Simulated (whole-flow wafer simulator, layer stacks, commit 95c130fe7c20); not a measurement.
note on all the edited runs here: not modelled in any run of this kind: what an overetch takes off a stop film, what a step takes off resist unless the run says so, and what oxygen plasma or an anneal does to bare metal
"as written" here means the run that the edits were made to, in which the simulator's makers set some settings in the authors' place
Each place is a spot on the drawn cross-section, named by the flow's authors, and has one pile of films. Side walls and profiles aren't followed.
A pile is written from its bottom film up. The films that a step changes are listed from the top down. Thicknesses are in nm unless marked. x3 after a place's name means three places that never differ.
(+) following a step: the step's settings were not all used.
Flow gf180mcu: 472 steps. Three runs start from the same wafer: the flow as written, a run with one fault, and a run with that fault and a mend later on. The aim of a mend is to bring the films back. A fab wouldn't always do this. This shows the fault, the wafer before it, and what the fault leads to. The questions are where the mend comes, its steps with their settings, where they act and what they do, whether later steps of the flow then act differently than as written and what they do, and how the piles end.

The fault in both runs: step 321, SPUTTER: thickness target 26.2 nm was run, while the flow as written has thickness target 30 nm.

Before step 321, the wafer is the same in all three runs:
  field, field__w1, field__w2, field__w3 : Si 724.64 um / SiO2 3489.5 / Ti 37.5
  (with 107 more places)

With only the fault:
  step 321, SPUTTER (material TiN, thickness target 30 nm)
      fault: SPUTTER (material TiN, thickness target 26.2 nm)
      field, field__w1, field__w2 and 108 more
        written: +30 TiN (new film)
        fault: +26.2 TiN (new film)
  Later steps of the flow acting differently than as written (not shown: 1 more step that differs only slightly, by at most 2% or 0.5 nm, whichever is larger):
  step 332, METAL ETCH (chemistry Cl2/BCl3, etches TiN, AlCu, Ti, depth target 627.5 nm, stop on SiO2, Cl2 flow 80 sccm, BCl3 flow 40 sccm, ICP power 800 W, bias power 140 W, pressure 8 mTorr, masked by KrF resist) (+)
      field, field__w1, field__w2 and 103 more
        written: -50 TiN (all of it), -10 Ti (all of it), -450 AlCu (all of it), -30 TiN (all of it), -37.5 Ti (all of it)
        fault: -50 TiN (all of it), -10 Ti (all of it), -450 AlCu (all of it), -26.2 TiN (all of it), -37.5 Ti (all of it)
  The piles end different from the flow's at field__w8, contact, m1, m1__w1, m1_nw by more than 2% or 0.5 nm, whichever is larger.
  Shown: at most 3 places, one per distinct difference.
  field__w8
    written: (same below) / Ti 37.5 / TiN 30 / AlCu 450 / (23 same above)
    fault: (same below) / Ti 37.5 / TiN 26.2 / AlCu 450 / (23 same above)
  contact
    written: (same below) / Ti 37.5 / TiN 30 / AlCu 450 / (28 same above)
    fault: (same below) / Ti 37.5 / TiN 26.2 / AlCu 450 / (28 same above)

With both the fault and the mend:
  The mend stands after step 321.
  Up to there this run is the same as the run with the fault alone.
  step 321a, SPUTTER (material TiN, thickness target 3.8 nm) (the flow's step 321 again, with other settings)
      field, field__w1, field__w2 and 108 more
        +3.8 TiN
  None of the later steps of the flow acts differently than as written at any place that is followed.
  The piles end the same as the flow's at every place that both follow.
